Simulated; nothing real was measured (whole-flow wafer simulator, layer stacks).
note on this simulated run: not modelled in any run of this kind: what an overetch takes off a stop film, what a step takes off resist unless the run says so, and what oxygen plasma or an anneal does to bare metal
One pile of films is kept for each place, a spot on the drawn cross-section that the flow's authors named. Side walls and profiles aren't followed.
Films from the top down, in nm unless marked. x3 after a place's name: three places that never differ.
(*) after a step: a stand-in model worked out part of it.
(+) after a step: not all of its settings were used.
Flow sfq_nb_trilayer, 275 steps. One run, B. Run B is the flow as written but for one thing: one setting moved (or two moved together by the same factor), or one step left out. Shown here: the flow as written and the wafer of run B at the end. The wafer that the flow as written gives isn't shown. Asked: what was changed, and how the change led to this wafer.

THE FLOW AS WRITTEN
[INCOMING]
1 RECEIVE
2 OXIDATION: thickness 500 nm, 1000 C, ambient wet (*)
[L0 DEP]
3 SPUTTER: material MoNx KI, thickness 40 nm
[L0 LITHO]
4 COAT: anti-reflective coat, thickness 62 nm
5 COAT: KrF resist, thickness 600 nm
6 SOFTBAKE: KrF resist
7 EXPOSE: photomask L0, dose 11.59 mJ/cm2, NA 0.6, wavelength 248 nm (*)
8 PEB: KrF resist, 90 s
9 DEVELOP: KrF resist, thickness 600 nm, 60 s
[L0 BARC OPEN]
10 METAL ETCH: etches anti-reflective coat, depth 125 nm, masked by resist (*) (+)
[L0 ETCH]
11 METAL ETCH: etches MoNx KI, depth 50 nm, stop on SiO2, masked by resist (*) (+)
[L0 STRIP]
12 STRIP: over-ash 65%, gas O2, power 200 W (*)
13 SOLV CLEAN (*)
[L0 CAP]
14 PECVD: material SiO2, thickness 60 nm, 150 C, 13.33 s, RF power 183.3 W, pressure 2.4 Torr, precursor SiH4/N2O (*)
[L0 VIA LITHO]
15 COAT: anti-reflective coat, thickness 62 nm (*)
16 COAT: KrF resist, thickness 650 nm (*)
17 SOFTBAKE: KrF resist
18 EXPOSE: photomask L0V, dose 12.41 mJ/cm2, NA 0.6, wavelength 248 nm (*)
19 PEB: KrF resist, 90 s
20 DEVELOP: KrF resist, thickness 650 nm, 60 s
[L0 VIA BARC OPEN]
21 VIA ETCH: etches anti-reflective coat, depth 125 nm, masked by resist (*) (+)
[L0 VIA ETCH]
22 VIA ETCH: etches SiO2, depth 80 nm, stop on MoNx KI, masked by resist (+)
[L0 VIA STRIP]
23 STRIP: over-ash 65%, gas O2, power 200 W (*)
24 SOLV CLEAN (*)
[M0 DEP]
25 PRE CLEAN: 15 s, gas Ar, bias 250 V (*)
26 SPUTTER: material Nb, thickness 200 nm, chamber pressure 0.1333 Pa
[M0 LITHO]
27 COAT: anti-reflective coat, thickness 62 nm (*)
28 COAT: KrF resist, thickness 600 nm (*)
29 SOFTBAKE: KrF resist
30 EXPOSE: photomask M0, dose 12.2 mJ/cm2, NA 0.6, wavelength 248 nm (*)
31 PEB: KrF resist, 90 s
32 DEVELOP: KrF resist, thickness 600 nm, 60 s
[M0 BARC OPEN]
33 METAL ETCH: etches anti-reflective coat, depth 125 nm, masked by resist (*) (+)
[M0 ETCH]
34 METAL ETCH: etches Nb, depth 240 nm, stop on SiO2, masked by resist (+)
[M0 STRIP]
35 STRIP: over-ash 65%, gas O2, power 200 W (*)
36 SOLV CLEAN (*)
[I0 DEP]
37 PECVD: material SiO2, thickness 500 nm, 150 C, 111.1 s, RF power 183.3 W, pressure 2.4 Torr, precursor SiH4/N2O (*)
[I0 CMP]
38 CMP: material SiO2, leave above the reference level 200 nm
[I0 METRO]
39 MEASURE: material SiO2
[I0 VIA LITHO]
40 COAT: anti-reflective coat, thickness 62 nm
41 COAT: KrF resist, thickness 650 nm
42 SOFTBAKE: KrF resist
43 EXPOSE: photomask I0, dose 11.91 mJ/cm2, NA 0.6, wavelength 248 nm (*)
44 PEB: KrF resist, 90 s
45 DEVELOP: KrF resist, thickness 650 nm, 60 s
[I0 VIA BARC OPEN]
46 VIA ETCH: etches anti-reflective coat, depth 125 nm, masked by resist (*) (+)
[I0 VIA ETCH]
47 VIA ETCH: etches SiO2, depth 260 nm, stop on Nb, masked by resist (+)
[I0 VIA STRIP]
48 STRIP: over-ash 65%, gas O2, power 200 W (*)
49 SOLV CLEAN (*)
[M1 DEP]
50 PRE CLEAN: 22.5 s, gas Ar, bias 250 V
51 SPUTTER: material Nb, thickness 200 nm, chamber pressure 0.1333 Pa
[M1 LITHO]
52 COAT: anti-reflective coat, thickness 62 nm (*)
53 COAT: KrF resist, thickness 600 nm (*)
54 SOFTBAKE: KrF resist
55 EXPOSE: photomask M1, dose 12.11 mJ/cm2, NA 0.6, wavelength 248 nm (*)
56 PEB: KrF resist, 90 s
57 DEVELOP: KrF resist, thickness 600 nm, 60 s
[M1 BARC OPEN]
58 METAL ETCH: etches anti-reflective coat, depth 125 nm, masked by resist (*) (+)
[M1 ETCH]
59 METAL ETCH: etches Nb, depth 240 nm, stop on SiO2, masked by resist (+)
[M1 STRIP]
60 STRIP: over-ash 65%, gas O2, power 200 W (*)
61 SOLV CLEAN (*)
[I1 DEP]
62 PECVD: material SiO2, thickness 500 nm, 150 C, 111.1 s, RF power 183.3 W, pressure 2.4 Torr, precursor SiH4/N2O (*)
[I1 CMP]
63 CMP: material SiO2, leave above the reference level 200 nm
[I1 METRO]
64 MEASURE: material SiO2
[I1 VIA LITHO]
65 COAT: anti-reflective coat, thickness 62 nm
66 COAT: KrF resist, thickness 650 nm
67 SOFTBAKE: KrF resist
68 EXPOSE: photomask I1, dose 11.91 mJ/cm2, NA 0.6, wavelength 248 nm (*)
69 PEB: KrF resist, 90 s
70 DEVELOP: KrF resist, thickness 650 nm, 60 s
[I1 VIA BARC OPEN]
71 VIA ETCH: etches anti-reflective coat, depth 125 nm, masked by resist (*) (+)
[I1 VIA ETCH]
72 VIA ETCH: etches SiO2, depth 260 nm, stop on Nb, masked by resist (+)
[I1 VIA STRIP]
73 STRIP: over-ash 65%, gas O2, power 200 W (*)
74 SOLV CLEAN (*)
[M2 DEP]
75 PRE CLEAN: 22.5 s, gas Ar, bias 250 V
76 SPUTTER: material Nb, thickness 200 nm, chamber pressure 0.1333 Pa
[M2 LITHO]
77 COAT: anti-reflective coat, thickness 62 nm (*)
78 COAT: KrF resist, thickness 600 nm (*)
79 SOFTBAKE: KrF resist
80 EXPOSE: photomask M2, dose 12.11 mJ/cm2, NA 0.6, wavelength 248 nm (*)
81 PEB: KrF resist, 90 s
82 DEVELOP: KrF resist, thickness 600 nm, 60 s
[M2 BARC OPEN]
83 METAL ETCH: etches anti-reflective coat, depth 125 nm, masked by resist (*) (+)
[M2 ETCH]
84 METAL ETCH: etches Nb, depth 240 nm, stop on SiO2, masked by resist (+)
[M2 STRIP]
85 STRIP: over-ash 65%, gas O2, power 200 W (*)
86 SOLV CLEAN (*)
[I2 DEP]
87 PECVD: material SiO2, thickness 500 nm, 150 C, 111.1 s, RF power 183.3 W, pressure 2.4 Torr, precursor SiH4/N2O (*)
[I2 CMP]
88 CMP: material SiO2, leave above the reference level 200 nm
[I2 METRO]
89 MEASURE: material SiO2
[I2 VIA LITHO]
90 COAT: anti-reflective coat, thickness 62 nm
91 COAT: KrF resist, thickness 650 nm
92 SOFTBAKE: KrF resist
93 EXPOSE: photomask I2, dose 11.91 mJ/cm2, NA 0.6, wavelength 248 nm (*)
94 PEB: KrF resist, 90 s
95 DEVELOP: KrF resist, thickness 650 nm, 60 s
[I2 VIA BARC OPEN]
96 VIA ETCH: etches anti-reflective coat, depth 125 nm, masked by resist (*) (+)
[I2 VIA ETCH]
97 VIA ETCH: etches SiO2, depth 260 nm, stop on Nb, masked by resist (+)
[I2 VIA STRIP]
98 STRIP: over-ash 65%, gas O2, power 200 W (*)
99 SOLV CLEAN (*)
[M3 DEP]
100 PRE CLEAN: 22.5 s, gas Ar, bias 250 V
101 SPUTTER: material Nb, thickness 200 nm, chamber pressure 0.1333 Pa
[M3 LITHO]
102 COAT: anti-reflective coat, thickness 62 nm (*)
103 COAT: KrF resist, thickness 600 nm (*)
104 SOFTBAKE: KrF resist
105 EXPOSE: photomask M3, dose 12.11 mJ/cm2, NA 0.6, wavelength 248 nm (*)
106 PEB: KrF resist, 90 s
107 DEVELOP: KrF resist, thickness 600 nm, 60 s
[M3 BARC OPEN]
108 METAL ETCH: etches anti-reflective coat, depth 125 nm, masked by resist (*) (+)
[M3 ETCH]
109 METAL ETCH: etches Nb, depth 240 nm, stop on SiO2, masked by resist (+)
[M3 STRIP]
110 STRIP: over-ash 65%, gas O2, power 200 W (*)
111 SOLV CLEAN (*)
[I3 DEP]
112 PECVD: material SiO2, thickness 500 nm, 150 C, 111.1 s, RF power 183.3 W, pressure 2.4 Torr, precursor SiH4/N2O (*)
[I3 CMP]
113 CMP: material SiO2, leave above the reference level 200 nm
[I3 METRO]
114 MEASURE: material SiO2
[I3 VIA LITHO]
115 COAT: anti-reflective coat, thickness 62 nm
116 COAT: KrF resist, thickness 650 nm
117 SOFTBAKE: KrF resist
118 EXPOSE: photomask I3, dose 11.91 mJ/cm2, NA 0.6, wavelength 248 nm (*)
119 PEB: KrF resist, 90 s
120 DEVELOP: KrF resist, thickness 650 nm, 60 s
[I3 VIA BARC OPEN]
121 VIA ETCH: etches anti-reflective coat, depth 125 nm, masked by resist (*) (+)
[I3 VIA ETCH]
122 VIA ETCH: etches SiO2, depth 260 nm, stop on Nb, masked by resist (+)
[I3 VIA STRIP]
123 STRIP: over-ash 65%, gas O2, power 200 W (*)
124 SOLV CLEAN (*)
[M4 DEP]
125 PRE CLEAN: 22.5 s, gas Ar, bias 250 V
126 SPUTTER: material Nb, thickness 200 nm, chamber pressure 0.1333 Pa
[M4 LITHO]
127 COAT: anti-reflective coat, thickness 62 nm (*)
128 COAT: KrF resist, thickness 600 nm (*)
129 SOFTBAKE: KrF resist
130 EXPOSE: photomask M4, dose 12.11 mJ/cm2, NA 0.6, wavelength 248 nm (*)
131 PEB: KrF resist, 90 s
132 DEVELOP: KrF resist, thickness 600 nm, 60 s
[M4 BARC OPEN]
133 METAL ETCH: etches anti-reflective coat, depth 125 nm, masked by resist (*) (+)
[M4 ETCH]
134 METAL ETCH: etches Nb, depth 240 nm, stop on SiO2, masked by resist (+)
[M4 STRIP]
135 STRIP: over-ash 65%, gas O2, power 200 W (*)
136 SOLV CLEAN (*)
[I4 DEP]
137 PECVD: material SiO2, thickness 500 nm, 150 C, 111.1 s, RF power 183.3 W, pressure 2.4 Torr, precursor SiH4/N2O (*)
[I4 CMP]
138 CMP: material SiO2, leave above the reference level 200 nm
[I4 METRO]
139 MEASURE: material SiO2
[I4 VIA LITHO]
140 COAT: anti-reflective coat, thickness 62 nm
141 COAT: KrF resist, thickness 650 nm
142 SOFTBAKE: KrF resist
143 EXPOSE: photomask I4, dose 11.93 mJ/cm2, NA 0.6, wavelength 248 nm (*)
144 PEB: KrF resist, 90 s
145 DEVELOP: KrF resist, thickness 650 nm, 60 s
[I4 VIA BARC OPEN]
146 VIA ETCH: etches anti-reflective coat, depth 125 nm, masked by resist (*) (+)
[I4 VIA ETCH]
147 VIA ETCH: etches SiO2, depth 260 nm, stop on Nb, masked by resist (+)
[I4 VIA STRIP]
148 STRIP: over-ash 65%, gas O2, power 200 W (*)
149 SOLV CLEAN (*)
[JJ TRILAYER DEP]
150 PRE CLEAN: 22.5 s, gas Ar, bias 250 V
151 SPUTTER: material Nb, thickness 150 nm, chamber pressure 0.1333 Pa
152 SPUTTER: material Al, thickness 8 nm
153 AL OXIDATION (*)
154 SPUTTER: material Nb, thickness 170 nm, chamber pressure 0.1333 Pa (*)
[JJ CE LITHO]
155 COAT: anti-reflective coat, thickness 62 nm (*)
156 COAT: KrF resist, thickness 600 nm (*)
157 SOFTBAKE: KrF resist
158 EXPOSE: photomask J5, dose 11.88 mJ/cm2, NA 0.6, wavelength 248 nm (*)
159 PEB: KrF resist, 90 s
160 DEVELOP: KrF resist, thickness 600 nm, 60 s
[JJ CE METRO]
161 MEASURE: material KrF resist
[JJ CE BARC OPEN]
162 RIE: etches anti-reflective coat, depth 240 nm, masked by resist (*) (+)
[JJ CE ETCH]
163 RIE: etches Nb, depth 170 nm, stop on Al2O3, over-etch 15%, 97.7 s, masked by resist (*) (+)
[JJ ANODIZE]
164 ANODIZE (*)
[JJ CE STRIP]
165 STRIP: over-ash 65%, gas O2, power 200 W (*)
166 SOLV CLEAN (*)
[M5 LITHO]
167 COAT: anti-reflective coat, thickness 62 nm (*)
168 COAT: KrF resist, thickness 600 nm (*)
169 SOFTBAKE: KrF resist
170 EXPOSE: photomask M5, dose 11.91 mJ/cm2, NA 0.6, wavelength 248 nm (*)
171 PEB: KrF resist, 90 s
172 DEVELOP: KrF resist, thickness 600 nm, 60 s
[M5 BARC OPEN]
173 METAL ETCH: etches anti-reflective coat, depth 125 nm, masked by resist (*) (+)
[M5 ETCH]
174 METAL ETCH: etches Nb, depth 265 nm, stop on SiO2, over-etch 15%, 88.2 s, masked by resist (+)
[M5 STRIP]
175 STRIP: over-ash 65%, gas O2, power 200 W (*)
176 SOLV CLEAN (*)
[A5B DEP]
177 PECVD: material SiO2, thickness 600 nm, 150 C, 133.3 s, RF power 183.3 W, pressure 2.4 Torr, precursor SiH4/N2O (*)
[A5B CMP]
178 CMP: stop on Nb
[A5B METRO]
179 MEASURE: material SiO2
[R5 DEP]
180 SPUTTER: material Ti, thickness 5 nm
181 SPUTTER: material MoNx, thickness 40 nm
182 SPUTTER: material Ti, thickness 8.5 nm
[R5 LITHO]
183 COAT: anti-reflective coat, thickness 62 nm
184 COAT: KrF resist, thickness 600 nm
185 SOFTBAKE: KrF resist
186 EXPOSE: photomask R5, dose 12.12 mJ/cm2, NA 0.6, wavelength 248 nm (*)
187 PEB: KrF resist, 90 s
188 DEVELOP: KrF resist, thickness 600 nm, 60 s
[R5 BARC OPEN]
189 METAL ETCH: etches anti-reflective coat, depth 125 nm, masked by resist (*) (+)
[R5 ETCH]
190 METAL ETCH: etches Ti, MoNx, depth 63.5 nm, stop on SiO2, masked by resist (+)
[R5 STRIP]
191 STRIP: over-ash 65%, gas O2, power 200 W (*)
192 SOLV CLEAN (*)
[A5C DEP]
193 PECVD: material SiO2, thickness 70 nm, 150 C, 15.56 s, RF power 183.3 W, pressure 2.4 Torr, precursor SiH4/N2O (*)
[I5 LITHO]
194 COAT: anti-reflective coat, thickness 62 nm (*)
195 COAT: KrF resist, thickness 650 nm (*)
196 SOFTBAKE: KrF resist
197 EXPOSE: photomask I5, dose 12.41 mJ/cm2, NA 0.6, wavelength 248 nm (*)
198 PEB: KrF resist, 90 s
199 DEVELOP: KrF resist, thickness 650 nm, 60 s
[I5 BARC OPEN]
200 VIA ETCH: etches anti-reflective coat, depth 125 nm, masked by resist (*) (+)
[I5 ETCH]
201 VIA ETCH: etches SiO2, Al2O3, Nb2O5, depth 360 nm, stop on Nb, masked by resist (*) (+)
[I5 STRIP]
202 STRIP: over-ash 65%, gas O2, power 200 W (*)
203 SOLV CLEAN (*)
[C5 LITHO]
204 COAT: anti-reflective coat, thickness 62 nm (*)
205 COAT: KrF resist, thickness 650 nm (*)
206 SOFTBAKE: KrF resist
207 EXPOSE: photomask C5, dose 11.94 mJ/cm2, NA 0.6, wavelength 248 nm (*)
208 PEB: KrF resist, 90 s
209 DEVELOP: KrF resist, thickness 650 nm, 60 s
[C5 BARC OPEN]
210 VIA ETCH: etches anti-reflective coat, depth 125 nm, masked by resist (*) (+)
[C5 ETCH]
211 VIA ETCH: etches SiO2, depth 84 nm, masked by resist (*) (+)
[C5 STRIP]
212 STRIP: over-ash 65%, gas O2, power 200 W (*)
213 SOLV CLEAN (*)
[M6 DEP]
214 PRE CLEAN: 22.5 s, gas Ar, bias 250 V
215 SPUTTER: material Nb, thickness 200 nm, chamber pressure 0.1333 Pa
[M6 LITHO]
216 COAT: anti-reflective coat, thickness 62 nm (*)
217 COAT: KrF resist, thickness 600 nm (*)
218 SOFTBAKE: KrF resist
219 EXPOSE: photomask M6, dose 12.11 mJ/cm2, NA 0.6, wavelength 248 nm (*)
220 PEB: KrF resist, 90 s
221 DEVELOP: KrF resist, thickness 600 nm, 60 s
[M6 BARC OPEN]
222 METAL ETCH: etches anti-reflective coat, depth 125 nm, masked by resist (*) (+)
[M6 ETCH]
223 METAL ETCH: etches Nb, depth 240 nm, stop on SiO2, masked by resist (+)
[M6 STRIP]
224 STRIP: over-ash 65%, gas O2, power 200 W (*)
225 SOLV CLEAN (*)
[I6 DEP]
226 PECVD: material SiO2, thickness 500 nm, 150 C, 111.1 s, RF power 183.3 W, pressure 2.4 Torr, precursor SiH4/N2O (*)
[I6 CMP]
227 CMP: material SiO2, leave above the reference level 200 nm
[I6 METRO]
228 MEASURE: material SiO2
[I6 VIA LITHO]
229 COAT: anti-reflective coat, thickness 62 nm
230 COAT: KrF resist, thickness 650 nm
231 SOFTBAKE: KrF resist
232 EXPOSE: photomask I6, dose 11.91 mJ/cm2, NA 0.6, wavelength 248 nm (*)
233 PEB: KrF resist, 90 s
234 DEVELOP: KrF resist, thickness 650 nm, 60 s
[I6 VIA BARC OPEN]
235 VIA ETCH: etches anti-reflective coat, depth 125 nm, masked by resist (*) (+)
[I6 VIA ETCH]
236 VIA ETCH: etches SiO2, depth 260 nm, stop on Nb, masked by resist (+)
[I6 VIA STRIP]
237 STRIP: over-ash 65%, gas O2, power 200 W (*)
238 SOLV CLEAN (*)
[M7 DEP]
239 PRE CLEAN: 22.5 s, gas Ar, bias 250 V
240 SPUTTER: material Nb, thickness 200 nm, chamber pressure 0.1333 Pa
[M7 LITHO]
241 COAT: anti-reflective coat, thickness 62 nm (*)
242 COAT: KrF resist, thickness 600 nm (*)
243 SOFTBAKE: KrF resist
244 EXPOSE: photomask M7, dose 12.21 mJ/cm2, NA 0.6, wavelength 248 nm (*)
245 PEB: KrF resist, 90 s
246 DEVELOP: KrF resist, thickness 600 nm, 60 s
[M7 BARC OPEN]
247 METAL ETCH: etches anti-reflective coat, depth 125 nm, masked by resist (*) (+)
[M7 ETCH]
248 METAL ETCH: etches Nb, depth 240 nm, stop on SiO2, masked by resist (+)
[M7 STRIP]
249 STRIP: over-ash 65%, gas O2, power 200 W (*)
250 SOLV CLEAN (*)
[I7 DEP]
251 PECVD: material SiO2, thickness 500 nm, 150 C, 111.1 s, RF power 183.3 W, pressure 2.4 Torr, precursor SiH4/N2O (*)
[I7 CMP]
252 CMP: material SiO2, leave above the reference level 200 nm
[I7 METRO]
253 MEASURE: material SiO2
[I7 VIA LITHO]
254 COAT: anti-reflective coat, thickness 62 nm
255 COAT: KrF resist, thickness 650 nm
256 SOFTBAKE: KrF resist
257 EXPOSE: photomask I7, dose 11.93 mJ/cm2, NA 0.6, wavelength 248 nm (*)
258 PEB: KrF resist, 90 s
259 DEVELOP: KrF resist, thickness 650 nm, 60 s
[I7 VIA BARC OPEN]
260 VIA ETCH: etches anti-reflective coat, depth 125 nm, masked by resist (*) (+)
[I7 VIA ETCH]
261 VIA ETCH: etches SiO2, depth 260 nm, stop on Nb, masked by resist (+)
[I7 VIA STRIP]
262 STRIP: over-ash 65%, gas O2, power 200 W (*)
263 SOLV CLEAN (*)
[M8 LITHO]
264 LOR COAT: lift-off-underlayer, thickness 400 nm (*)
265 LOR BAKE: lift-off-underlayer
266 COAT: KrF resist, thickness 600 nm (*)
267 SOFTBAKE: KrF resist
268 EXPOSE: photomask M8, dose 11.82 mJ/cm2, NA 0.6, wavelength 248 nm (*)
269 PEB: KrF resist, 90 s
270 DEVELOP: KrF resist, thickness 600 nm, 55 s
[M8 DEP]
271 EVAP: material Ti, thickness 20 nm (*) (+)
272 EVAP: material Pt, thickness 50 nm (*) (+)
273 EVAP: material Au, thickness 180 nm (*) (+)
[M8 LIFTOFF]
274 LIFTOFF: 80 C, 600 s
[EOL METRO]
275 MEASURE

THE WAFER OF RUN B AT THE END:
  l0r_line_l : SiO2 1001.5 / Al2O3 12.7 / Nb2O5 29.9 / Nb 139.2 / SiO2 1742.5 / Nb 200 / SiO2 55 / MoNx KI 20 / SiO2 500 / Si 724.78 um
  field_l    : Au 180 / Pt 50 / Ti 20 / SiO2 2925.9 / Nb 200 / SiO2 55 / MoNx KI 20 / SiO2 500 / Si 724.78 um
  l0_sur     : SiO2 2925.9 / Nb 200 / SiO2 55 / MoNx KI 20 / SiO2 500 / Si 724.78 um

The cause: step 3, SPUTTER: thickness 20 nm was run, where the flow has thickness 40 nm.
It can be read off the wafer: l0r_line_l has MoNx KI 20, and step 3 as written asks for 40 nm.

How the change led to this, step by step:
  3 SPUTTER: material MoNx KI, thickness 40 nm
      field_l, v_sur, via_wl and 103 more: MoNx KI +20 (new film) (as written it would be: MoNx KI +40 (new film))
  11 METAL ETCH: etches MoNx KI, depth 50 nm, stop on SiO2, masked by resist (*) (+)
      v_sur, via_wl, via_w and 97 more: MoNx KI -20 (all of it) (as written it would be: MoNx KI -40 (all of it))
      field_l, l0_sur, l0v, l0r_line_l, l0r_line_c, l0r_line_r: KrF resist -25 (as written it would be: KrF resist -41.7)
  12 STRIP: over-ash 65%, gas O2, power 200 W (*)
      field_l, l0_sur, l0v, l0r_line_l, l0r_line_c, l0r_line_r: KrF resist -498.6 (all of it), anti-reflective coat -62 (all of it) (as written it would be: KrF resist -481.9 (all of it), anti-reflective coat -62 (all of it))
  15 COAT: anti-reflective coat, thickness 62 nm (*)
      l0r_line_l, l0r_line_c, l0r_line_r: anti-reflective coat +60.3 (new film) (as written it would be: anti-reflective coat +59 (new film))
      field_l: anti-reflective coat +59 (new film) (as written it would be: anti-reflective coat +56.7 (new film))
      (and at 4 more places)
  23 STRIP: over-ash 65%, gas O2, power 200 W (*)
      l0r_line_l, l0r_line_c, l0r_line_r: KrF resist -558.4 (all of it), anti-reflective coat -60.3 (all of it) (as written it would be: KrF resist -557 (all of it), anti-reflective coat -59 (all of it))
      field_l: KrF resist -555.7 (all of it), anti-reflective coat -59 (all of it) (as written it would be: KrF resist -551.4 (all of it), anti-reflective coat -56.7 (all of it))
      (and at 4 more places)
  27 COAT: anti-reflective coat, thickness 62 nm (*)
      l0r_line_l, l0r_line_c: anti-reflective coat +60.3 (new film) (as written it would be: anti-reflective coat +59 (new film))
      field_l: anti-reflective coat +59.3 (new film) (as written it would be: anti-reflective coat +56.9 (new film))
      (and at 6 more places)
  35 STRIP: over-ash 65%, gas O2, power 200 W (*)
      l0r_line_l, l0r_line_c: KrF resist -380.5 (all of it), anti-reflective coat -60.3 (all of it) (as written it would be: KrF resist -378.6 (all of it), anti-reflective coat -59 (all of it))
      field_l: KrF resist -377.6 (all of it), anti-reflective coat -59.3 (all of it) (as written it would be: KrF resist -372.9 (all of it), anti-reflective coat -56.9 (all of it))
      (and at 6 more places)
  38 CMP: material SiO2, leave above the reference level 200 nm
      field_l, l0_sur, l0r_line_l, l0r_line_c, l0r_line_r: SiO2 -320 (as written it would be: SiO2 -340)
      l0v: SiO2 -257.8 (as written it would be: SiO2 -277.8)
